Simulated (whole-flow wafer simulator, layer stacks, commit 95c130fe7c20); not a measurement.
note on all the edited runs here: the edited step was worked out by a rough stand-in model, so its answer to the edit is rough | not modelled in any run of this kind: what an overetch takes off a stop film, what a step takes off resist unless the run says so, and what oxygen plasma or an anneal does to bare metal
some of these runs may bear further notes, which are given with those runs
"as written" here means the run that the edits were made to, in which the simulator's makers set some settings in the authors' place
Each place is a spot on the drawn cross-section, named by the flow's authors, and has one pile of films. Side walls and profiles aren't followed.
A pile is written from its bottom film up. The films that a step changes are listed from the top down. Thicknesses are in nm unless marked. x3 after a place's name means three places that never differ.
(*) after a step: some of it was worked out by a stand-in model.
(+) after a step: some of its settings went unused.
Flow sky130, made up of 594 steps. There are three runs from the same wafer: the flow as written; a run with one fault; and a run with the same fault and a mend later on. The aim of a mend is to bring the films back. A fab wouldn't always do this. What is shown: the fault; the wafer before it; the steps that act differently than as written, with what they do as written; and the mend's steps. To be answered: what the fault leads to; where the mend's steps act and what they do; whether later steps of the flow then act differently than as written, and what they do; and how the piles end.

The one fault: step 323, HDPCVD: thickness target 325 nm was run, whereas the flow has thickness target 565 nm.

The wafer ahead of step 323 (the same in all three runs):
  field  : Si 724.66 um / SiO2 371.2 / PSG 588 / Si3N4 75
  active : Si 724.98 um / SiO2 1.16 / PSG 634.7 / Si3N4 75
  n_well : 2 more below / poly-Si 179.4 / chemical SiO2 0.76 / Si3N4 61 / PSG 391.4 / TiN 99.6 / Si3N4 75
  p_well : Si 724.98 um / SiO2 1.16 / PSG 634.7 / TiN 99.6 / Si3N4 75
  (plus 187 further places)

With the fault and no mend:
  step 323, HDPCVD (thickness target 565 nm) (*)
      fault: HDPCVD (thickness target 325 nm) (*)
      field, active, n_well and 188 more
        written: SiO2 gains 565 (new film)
        fault: SiO2 gains 325 (new film)
  Steps further on in the flow that do not act as written (not shown: 29 more steps that differ only slightly, by at most 2% or 0.5 nm, whichever is larger):
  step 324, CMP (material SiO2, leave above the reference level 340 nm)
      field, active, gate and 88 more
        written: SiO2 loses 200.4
        fault: nothing
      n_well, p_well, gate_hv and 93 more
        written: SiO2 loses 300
        fault: SiO2 loses 60
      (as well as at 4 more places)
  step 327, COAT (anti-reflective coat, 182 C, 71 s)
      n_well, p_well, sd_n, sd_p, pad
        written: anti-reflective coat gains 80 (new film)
        fault: anti-reflective coat gains 40.6 (new film)
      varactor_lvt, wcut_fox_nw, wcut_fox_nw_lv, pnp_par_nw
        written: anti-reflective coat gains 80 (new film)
        fault: anti-reflective coat gains 67.7 (new film)
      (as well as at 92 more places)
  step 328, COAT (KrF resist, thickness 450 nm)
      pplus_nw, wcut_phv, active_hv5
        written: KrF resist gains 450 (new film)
        fault: KrF resist gains 440.9 (new film)
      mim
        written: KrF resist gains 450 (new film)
        fault: KrF resist gains 440.1 (new film)
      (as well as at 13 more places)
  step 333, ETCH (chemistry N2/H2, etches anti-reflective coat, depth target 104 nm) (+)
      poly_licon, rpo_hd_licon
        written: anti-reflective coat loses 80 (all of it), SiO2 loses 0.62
        fault: anti-reflective coat loses 48.5 (all of it), SiO2 loses 1.42
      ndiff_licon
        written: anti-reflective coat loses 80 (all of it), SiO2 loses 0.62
        fault: anti-reflective coat loses 68.5 (all of it), SiO2 loses 0.91
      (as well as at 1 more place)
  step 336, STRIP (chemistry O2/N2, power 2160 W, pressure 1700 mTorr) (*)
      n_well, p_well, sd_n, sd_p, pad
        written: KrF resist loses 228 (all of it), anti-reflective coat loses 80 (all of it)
        fault: KrF resist loses 229.8 (all of it), anti-reflective coat loses 40.6 (all of it)
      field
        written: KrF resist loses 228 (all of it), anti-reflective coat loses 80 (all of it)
        fault: KrF resist loses 228.2 (all of it), anti-reflective coat loses 82 (all of it)
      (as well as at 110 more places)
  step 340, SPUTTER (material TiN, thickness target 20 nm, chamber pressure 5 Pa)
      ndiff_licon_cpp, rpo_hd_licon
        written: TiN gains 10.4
        fault: TiN gains 11.1
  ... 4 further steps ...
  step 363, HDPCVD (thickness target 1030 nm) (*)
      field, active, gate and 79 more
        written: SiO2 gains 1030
        fault: SiO2 gains 1030 (new film)
  The piles end different from the flow's at field, active, gate and 90 more by more than 2% or 0.5 nm, whichever is larger.
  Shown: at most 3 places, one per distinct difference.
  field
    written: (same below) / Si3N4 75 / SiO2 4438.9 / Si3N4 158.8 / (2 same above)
    fault: (same below) / Si3N4 75 / SiO2 325 / TiN 20 / W 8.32 / SiO2 4085.6 / Si3N4 158.8 / (2 same above)
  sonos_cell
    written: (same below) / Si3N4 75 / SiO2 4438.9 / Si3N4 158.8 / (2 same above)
    fault: (same below) / Si3N4 75 / SiO2 325 / TiN 20 / W 8.33 / SiO2 4085.6 / Si3N4 158.8 / (2 same above)
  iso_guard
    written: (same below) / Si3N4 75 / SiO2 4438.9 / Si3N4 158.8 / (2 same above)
    fault: (same below) / Si3N4 75 / SiO2 325 / TiN 20 / W 8.34 / SiO2 4085.6 / Si3N4 158.8 / (2 same above)

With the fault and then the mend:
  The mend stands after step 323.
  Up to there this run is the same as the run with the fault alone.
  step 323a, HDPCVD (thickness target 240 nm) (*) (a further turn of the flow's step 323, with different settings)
      field, active, n_well and 188 more
        SiO2 gains 240
  Every later step of the flow that is run acts as written at every place that is followed.
  The piles end the same as the flow's at every place that both follow.
